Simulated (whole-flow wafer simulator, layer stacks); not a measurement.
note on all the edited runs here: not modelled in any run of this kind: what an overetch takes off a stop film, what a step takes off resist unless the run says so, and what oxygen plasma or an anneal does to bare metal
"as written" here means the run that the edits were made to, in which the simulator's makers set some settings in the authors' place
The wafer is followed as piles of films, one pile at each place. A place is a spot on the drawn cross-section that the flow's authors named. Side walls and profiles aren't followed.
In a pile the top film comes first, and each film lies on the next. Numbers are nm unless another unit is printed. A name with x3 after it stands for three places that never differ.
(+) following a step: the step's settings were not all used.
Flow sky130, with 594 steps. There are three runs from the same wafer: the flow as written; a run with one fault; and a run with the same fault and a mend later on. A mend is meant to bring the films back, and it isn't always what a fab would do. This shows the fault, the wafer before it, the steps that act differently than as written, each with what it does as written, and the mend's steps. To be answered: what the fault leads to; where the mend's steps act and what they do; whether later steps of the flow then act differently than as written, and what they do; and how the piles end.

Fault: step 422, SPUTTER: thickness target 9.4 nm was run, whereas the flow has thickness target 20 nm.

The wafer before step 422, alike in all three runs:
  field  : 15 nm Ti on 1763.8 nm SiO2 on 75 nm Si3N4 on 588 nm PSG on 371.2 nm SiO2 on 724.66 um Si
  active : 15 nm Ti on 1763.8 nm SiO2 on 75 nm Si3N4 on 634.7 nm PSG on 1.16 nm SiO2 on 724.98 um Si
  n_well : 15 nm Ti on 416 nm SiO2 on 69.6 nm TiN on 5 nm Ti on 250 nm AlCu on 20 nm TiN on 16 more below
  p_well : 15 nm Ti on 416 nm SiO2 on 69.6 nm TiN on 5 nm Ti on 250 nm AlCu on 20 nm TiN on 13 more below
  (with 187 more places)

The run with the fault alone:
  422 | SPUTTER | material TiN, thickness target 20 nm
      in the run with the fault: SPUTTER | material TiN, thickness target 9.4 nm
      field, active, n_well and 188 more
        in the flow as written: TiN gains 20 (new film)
        in the run with the fault: TiN gains 9.4 (new film)
  Steps later in the flow that act otherwise than as written (15 other steps are not shown; they differ only slightly, by no more than 2% or 0.5 nm, whichever is larger):
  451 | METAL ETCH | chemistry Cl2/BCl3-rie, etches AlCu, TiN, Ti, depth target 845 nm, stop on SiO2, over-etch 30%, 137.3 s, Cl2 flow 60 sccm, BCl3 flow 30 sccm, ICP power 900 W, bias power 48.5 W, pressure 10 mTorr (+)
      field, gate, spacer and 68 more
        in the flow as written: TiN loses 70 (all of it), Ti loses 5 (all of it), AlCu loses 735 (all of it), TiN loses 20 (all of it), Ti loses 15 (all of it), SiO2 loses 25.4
        in the run with the fault: TiN loses 70 (all of it), Ti loses 5 (all of it), AlCu loses 735 (all of it), TiN loses 9.4 (all of it), Ti loses 15 (all of it), SiO2 loses 26.4
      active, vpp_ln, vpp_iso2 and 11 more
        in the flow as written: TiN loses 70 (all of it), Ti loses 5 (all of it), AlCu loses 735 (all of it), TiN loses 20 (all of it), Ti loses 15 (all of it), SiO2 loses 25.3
        in the run with the fault: TiN loses 70 (all of it), Ti loses 5 (all of it), AlCu loses 735 (all of it), TiN loses 9.4 (all of it), Ti loses 15 (all of it), SiO2 loses 26.4
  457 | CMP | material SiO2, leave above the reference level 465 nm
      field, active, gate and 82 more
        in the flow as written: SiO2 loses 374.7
        in the run with the fault: SiO2 loses 384.2
  At n_well, p_well, gate_hv and 104 more, the piles at the end differ from the flow's by more than 2% or 0.5 nm, whichever is larger.
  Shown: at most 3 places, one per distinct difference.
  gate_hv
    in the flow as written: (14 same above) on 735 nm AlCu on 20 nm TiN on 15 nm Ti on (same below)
    in the run with the fault: (14 same above) on 735 nm AlCu on 9.4 nm TiN on 15 nm Ti on (same below)
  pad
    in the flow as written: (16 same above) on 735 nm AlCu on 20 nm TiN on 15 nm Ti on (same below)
    in the run with the fault: (16 same above) on 735 nm AlCu on 9.4 nm TiN on 15 nm Ti on (same below)
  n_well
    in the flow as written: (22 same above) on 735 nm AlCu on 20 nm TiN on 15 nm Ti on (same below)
    in the run with the fault: (22 same above) on 735 nm AlCu on 9.4 nm TiN on 15 nm Ti on (same below)

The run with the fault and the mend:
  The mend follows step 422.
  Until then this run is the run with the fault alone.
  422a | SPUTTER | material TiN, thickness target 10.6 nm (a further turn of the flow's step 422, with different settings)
      field, active, n_well and 188 more
        TiN gains 10.6
  Every later step of the flow that is run acts as written at every place that is followed.
  The piles end the same as the flow's at every place that both follow.
